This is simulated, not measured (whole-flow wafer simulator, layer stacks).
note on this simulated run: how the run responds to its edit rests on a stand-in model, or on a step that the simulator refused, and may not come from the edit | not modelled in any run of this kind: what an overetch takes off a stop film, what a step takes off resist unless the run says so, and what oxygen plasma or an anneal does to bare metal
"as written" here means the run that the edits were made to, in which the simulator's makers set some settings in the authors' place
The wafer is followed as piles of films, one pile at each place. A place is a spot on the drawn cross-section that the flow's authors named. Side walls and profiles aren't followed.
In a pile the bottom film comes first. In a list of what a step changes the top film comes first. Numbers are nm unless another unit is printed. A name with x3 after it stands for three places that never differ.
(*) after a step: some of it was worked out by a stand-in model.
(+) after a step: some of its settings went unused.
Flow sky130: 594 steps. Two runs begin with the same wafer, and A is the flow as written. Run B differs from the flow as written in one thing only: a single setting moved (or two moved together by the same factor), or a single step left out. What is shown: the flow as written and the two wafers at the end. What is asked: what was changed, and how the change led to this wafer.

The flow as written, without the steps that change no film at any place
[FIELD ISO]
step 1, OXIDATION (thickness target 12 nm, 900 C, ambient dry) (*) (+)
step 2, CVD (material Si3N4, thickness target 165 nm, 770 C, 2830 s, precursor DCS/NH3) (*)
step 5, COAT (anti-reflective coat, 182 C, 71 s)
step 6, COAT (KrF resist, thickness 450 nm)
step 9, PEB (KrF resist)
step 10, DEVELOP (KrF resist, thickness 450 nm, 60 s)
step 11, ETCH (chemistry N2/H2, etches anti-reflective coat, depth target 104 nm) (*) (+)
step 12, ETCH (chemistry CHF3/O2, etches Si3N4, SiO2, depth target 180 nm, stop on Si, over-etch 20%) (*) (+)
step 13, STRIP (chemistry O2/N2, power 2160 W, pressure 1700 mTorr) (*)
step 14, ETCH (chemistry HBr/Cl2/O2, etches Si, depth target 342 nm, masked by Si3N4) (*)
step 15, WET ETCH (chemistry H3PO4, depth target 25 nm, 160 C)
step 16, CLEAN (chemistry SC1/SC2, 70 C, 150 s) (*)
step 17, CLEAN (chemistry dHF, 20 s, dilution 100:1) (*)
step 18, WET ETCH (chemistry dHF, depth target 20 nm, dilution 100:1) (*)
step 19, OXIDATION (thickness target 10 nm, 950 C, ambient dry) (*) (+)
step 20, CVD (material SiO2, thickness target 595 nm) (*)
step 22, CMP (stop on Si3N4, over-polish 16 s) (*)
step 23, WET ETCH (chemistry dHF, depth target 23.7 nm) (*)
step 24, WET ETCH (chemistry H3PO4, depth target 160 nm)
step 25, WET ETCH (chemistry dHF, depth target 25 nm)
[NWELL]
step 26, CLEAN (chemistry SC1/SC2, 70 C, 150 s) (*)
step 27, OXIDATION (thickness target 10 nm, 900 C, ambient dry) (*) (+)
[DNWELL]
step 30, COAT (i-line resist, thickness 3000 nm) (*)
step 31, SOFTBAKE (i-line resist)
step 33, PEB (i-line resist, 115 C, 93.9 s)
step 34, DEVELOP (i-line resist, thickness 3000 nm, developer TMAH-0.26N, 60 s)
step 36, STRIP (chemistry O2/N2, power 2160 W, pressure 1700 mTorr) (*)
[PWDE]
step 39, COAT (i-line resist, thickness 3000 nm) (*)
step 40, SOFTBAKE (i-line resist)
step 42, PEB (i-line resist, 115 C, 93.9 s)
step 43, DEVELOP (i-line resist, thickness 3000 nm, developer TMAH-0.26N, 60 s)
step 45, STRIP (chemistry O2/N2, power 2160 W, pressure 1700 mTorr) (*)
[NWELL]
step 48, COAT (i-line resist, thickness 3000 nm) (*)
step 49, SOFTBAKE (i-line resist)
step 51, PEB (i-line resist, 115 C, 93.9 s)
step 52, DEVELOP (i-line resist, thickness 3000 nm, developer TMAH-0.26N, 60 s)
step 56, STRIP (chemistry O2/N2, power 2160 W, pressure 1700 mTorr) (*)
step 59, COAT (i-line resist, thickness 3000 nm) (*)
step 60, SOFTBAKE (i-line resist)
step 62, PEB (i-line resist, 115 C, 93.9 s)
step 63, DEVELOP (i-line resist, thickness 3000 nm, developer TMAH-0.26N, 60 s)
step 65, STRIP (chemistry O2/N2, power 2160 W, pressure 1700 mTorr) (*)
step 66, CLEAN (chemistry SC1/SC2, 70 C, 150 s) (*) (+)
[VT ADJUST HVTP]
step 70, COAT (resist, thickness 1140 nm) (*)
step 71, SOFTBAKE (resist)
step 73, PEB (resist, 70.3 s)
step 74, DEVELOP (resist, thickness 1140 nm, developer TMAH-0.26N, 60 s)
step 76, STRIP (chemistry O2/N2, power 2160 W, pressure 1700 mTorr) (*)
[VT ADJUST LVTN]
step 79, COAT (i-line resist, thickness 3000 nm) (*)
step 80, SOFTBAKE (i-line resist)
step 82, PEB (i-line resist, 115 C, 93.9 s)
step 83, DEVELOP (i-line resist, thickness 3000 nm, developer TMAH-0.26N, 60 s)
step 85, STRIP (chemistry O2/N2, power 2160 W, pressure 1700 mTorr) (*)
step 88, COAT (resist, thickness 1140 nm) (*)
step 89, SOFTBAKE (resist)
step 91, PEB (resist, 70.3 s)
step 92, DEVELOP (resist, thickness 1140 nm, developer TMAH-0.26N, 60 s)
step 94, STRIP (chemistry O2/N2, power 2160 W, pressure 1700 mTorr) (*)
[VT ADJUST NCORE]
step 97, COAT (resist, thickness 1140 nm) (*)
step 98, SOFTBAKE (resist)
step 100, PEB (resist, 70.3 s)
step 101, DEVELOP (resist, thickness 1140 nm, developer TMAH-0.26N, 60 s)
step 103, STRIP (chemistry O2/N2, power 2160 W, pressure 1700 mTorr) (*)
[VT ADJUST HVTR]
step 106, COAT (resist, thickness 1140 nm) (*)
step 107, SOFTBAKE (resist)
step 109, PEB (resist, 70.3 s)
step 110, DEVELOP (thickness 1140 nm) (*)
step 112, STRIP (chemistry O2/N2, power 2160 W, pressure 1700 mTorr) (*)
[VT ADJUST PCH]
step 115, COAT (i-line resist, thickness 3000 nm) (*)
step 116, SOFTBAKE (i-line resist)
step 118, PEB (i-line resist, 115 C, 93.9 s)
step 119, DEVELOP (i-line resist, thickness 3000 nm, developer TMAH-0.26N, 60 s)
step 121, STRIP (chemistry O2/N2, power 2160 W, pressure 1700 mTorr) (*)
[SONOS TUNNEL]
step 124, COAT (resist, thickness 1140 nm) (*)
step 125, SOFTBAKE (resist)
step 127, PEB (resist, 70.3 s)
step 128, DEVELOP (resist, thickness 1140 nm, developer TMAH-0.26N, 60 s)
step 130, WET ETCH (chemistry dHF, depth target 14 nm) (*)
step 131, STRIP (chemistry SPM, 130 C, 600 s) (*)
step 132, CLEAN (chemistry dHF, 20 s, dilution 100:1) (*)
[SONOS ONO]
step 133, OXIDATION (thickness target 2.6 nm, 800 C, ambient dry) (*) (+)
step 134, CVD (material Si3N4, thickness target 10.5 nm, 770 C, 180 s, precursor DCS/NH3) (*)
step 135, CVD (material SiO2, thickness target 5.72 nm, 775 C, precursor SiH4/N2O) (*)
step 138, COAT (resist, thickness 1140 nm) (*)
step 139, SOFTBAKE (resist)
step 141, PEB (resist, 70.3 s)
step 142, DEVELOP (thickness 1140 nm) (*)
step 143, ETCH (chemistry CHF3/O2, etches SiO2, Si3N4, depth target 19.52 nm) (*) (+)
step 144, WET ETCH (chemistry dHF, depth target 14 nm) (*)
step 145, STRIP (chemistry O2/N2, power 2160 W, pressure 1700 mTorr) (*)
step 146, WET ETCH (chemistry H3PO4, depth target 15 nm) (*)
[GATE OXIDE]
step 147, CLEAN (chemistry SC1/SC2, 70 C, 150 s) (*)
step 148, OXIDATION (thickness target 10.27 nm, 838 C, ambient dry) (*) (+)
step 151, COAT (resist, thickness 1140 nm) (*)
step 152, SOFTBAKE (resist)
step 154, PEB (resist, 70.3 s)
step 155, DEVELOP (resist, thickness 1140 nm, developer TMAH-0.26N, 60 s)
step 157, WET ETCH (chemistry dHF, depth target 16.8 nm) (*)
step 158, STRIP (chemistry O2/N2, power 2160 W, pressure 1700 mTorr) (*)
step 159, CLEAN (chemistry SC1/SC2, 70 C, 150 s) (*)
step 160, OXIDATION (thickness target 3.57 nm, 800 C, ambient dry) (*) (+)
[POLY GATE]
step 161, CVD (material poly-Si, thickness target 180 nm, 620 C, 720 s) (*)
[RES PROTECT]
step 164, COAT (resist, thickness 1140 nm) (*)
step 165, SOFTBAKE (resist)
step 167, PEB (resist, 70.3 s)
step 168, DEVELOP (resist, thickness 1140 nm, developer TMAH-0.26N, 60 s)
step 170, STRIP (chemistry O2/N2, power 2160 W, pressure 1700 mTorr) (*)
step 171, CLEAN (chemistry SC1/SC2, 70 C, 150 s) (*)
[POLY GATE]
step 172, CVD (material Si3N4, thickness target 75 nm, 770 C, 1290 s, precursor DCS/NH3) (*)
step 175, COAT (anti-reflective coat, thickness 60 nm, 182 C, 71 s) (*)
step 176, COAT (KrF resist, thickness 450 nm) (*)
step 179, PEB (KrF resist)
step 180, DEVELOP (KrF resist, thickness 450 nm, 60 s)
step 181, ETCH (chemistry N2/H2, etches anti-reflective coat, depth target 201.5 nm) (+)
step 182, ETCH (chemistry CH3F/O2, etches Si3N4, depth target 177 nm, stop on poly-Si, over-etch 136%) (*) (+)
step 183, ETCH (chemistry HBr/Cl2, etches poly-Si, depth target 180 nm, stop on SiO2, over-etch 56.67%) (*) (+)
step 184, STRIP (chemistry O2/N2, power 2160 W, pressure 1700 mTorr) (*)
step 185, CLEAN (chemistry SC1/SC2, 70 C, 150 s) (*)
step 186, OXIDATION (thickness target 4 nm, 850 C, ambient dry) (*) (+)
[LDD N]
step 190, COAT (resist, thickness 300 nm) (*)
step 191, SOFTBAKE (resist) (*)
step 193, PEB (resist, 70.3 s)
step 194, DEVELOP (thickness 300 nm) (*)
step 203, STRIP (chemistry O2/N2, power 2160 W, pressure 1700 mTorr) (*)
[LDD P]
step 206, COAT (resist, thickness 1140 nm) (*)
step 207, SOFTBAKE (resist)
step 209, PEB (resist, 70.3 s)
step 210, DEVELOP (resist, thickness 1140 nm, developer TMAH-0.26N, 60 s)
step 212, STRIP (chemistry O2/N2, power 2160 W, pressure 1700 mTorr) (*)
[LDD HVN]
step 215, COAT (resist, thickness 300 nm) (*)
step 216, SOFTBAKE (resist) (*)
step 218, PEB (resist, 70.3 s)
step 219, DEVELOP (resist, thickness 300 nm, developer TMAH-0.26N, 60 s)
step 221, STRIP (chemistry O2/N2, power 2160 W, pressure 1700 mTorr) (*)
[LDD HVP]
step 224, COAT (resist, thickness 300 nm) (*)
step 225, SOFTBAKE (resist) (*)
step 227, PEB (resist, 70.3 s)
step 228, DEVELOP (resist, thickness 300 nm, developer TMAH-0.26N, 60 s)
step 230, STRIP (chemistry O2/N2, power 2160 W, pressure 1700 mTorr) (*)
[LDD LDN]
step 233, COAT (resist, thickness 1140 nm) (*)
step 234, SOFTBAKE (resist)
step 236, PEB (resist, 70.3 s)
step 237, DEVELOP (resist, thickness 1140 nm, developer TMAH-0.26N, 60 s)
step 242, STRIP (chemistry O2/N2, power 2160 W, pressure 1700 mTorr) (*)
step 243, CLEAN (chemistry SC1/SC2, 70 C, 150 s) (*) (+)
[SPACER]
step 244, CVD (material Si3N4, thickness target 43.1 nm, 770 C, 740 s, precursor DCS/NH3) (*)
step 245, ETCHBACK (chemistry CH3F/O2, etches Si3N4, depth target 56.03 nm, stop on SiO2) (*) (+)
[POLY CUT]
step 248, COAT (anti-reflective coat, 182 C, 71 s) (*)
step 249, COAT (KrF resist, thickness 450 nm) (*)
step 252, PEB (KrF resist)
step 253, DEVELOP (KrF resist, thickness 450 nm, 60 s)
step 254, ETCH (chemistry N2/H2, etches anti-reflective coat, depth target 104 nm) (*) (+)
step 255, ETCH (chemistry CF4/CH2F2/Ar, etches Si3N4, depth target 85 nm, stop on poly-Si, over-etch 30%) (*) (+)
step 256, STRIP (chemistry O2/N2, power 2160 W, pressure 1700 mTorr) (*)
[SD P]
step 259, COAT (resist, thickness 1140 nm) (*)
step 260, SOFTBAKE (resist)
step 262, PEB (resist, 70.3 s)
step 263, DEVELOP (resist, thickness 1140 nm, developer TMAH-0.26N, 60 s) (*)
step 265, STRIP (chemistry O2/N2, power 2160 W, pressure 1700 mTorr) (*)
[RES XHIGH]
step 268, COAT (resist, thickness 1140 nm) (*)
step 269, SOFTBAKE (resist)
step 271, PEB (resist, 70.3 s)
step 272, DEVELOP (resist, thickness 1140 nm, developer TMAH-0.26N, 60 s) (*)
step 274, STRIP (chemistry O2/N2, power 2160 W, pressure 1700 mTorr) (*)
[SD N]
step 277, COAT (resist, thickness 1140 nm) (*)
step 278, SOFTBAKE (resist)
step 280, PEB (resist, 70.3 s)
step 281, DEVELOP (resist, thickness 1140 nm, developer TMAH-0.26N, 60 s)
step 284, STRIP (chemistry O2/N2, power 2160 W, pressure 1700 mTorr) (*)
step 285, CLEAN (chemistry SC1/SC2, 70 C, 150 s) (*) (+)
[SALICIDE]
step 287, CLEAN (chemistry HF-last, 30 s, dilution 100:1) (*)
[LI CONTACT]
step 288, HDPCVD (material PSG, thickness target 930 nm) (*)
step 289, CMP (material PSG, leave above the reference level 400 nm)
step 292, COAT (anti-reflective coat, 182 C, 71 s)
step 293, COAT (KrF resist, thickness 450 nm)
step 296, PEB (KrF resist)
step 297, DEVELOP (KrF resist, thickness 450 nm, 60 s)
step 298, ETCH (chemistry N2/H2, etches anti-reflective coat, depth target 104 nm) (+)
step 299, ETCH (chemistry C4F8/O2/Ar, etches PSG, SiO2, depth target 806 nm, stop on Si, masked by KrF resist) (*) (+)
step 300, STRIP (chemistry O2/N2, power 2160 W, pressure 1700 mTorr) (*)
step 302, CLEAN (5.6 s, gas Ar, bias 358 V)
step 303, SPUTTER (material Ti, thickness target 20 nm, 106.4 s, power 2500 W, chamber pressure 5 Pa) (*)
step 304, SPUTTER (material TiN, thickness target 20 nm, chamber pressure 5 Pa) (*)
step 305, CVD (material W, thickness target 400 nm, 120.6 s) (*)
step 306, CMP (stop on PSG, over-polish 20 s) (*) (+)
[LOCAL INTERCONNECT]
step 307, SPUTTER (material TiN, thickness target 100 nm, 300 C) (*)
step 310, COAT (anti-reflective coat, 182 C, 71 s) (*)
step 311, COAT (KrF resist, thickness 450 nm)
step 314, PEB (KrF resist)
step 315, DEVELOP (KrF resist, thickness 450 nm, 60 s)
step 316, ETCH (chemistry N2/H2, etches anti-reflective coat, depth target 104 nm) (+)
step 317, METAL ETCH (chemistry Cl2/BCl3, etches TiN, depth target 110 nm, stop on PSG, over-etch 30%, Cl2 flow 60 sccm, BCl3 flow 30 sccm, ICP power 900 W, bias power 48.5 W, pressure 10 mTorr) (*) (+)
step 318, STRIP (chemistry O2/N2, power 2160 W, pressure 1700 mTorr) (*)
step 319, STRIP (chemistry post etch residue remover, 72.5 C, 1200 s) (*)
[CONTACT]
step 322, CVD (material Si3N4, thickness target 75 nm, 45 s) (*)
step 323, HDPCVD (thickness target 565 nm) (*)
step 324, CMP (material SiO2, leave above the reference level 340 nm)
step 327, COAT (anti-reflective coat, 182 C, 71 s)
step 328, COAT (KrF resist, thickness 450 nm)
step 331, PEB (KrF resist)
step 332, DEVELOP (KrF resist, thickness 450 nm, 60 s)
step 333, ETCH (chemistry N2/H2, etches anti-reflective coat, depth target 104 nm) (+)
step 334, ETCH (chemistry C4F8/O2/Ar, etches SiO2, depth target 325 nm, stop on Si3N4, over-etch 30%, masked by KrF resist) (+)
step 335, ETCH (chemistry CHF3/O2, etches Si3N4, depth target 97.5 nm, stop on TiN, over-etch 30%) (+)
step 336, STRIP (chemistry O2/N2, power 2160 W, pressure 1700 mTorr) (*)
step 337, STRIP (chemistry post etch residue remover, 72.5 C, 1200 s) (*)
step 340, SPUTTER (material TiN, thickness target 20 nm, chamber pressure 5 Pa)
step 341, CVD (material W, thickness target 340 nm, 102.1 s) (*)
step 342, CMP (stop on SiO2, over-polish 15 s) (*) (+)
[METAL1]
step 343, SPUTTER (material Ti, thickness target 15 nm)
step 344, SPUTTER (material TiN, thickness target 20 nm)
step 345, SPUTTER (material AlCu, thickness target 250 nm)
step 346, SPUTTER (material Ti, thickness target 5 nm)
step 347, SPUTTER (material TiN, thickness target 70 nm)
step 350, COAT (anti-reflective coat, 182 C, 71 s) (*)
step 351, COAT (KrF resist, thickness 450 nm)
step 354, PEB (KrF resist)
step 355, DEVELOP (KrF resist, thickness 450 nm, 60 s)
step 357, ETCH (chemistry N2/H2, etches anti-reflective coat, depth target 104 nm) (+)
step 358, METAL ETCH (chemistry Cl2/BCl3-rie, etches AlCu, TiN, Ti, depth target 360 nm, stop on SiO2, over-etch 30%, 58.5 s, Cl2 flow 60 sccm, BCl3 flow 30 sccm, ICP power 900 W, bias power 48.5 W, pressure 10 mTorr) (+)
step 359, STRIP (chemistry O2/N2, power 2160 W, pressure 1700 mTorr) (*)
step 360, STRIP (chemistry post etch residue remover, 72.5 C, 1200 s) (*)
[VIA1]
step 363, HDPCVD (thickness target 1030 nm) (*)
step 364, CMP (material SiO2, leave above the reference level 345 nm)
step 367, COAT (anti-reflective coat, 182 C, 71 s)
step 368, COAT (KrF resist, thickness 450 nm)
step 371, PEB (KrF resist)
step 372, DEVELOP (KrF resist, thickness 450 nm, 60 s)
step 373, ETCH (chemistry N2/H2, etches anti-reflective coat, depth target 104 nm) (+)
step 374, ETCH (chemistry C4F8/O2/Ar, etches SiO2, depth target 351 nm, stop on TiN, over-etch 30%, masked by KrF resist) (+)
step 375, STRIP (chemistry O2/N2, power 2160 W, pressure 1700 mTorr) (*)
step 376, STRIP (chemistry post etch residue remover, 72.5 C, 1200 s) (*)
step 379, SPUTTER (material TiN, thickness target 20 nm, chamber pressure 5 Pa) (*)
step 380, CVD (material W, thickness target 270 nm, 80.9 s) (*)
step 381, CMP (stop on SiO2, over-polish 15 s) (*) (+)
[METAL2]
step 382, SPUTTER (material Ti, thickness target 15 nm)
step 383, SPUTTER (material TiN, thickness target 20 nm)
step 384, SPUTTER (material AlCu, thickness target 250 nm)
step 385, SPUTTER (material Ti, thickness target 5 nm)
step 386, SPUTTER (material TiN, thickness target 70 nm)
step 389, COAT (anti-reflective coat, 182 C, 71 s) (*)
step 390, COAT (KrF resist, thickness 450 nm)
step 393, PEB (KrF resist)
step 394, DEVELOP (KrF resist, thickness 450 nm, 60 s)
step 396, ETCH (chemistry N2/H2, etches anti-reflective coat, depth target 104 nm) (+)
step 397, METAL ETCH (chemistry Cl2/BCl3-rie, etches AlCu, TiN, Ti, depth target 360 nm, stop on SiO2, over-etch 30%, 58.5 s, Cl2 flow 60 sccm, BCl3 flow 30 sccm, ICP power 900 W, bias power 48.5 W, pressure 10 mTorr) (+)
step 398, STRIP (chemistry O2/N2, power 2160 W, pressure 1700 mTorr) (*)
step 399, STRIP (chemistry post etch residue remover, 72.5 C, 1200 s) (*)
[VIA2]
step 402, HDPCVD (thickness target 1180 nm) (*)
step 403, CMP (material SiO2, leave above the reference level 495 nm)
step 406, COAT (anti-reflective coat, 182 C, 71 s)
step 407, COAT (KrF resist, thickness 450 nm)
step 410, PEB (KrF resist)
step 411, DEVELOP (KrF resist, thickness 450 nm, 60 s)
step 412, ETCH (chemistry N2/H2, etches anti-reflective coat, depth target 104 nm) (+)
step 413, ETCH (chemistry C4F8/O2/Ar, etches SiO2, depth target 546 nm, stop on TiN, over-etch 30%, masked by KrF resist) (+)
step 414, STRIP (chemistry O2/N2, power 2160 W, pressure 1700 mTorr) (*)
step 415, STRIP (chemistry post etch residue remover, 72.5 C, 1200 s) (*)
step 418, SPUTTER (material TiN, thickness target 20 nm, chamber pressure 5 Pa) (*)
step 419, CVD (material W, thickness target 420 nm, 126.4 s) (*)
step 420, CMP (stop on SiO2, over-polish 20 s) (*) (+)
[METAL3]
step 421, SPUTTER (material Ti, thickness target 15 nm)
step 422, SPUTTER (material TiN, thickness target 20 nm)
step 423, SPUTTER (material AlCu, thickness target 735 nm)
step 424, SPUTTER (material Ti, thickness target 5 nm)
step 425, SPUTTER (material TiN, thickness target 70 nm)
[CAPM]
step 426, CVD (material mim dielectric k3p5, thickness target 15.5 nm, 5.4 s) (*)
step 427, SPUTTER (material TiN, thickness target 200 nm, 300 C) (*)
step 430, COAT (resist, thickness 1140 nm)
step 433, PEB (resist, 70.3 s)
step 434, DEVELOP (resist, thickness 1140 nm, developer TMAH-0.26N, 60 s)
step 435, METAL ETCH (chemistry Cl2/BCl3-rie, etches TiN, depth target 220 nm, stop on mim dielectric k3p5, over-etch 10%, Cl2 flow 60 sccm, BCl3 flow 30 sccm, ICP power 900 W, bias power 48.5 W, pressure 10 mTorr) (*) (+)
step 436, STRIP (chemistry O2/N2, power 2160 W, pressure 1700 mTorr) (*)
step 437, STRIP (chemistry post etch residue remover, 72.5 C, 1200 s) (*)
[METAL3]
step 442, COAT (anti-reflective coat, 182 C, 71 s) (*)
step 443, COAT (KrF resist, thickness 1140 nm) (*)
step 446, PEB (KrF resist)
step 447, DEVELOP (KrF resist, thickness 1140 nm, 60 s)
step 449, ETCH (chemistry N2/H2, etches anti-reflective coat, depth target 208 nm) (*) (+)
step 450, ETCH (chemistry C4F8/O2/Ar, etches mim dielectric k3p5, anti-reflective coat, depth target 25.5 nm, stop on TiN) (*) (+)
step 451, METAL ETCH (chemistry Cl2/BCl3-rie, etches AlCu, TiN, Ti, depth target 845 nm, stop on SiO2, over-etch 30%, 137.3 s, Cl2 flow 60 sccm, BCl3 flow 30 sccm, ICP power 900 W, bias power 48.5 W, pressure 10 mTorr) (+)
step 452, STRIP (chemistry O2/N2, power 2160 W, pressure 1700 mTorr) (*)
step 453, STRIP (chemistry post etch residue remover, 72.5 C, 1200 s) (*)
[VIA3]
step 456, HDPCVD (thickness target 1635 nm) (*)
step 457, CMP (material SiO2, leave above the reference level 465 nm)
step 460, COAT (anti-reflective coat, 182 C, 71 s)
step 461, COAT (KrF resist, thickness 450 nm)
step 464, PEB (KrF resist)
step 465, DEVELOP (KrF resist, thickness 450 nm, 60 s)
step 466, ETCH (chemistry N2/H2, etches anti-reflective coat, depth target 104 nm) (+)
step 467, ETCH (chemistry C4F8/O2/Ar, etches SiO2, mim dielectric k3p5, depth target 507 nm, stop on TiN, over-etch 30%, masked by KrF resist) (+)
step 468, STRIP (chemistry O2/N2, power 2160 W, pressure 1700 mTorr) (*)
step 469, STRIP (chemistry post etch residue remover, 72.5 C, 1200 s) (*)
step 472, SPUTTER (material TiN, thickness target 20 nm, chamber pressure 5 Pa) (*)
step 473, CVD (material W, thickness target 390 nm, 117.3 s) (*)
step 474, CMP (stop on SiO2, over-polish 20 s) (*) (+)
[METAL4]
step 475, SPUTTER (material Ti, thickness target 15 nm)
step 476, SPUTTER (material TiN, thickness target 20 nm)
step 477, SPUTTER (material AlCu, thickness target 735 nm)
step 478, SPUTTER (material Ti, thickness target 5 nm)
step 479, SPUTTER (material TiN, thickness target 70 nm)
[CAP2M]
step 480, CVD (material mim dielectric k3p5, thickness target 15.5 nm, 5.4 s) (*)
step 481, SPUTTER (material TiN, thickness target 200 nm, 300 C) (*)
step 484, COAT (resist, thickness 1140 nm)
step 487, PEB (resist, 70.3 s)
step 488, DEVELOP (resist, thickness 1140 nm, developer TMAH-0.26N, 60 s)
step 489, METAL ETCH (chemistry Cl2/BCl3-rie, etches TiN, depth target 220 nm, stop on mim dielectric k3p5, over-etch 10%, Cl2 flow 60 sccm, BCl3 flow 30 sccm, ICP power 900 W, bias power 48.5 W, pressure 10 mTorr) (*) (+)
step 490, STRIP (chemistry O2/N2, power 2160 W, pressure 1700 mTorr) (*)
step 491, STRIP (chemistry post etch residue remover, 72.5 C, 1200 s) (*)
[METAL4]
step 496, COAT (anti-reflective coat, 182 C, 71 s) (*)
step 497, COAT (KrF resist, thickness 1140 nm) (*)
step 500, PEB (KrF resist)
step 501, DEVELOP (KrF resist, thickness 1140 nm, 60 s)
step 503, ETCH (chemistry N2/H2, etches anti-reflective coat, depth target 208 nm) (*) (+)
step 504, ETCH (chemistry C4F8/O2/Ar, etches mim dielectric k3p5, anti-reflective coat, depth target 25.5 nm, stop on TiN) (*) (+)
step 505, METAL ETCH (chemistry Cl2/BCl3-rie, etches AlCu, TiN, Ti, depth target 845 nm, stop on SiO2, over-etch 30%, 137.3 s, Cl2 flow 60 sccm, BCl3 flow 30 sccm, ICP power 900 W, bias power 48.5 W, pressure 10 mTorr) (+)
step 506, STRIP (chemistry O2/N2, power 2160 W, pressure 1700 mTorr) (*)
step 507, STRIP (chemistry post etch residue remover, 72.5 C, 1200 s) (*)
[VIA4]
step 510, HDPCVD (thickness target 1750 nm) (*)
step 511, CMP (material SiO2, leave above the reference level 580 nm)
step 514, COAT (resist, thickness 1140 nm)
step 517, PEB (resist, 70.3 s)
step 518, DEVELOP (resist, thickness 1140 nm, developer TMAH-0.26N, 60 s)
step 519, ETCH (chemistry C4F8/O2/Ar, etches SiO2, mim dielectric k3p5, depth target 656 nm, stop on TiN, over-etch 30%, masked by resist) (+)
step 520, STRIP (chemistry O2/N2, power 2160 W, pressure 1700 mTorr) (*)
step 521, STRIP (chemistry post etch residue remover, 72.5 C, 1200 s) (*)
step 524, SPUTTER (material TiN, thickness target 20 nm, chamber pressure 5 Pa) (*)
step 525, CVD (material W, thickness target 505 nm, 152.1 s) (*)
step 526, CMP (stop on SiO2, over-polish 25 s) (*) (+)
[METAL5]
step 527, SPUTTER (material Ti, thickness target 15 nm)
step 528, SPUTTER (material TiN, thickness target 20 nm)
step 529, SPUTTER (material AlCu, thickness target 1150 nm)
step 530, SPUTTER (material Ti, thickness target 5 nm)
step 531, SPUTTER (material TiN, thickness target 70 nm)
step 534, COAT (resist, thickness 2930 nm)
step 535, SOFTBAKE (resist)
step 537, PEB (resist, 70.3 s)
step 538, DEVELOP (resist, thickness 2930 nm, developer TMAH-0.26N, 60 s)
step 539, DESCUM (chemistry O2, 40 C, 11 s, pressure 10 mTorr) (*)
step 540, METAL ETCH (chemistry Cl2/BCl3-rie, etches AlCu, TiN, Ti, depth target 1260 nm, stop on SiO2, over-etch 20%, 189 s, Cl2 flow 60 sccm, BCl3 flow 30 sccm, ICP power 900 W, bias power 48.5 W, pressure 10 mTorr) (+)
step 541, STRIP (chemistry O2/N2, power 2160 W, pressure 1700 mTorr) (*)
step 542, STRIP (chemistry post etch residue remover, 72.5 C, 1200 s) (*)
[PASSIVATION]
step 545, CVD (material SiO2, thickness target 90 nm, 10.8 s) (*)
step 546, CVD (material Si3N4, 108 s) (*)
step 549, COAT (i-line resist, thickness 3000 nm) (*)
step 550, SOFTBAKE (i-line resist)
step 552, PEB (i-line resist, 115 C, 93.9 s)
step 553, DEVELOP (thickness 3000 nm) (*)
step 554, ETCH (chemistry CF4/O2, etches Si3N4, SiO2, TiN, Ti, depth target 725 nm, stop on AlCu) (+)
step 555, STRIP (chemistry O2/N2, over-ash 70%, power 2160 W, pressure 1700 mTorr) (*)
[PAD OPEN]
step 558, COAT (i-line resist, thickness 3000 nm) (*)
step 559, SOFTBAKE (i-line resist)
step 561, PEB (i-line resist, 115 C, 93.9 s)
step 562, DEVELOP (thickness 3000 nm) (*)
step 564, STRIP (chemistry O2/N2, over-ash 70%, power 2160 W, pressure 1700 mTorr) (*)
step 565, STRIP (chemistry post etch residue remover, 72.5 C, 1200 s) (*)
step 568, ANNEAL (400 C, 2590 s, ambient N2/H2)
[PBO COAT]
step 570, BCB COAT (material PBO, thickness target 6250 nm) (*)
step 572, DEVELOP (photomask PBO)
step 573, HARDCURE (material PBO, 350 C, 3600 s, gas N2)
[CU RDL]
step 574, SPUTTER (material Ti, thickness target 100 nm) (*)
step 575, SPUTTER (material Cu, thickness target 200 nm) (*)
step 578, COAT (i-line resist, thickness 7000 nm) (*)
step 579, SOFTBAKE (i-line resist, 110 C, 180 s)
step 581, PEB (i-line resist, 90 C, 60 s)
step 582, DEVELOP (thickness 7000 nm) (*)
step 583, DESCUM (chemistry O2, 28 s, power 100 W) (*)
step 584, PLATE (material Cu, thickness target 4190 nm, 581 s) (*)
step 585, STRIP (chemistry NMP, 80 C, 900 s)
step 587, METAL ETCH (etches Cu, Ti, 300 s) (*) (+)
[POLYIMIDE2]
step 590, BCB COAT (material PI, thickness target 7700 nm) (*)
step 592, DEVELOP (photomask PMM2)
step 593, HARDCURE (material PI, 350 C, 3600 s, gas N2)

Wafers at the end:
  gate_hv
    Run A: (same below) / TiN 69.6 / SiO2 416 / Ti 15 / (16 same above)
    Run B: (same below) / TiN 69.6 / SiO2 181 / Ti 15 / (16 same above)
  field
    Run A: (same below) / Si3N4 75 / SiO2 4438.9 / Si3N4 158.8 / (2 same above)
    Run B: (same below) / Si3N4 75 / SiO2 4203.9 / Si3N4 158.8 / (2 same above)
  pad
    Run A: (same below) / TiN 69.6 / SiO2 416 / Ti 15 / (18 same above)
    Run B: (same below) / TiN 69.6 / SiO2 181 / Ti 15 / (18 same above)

Cause: step 403, CMP: leave above the reference level 260 nm was run, while the flow as written has leave above the reference level 495 nm.

The path from the change to this, step by step:
  step 403, CMP (material SiO2, leave above the reference level 495 nm)
      n_well, p_well, gate_hv and 101 more: A -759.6 SiO2 | B -994.6 SiO2
      field, active, gate and 82 more: A -389.1 SiO2 | B -624.1 SiO2
      (also at 2 further places)
  step 413, ETCH (chemistry C4F8/O2/Ar, etches SiO2, depth target 546 nm, stop on TiN, over-etch 30%, masked by KrF resist) (+)
      field, active, n_well and 186 more: A -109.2 KrF resist | B -48.2 KrF resist
      m1: A -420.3 SiO2 (all of it) | B -185.3 SiO2 (all of it)
      (also at 1 further place)
  step 414, STRIP (chemistry O2/N2, power 2160 W, pressure 1700 mTorr) (*)
      field, active, n_well and 186 more: A -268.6 KrF resist (all of it), -80 anti-reflective coat (all of it) | B -329.7 KrF resist (all of it), -80 anti-reflective coat (all of it)
  step 418, SPUTTER (material TiN, thickness target 20 nm, chamber pressure 5 Pa) (*)
      m1, via2_hole: A +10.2 TiN | B +13.8 TiN
  step 419, CVD (material W, thickness target 420 nm, 126.4 s) (*)
      m1: A +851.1 W (new film) | B +612.5 W (new film)
      via2_hole: A +850.7 W (new film) | B +612 W (new film)
